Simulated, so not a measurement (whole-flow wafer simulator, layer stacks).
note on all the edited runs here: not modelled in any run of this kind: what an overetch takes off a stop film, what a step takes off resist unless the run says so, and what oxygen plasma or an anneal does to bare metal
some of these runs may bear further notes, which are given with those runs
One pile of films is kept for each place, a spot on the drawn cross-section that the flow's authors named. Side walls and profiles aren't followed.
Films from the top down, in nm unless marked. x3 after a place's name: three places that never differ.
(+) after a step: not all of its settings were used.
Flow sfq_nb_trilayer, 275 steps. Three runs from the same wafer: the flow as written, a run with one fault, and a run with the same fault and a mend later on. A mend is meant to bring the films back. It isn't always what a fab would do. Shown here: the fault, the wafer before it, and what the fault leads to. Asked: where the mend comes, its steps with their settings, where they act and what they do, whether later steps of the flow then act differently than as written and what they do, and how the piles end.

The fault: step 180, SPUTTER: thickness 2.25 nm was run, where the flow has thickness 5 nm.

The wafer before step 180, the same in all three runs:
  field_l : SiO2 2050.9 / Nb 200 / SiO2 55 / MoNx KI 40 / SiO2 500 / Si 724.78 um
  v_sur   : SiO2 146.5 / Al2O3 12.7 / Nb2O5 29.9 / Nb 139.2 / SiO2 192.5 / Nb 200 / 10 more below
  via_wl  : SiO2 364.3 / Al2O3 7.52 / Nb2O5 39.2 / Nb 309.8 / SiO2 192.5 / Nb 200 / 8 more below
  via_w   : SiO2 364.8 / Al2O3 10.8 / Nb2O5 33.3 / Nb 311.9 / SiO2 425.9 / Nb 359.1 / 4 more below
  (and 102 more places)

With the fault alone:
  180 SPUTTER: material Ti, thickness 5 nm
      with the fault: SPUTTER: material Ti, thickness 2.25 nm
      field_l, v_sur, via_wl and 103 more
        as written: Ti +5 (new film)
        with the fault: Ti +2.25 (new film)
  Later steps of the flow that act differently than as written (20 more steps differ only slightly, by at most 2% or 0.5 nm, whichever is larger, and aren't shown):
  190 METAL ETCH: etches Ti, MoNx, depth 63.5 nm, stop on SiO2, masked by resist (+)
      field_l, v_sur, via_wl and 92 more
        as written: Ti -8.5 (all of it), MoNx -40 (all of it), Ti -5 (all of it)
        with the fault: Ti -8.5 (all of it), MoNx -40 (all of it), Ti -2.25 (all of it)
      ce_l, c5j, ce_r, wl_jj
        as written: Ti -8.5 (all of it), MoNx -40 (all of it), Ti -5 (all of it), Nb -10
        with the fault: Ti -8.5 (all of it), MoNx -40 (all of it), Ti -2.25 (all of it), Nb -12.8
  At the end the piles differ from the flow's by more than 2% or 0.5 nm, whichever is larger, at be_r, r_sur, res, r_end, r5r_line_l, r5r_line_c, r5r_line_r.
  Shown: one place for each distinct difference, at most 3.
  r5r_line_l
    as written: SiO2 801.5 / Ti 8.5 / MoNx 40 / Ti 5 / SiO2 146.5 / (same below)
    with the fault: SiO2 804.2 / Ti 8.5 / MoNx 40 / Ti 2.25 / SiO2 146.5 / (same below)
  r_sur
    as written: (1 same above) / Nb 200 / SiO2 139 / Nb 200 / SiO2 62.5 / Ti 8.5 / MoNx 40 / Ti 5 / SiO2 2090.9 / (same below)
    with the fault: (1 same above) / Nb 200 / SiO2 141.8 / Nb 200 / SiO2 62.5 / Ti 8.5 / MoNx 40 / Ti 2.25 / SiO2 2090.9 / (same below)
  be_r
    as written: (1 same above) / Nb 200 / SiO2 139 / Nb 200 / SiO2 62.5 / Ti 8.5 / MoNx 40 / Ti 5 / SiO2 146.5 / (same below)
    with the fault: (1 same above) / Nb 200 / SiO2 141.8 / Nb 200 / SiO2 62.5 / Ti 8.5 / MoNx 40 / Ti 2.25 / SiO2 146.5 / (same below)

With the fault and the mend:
  The mend comes after step 180.
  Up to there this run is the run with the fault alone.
  180a SPUTTER: material Ti, thickness 2.75 nm (the flow's step 180 once more, with other settings)
      field_l, v_sur, via_wl and 103 more
        Ti +2.75
  No later step of the flow acts differently than as written at any place that is followed.
  At the end the piles are the same as the flow's at every place that both follow.
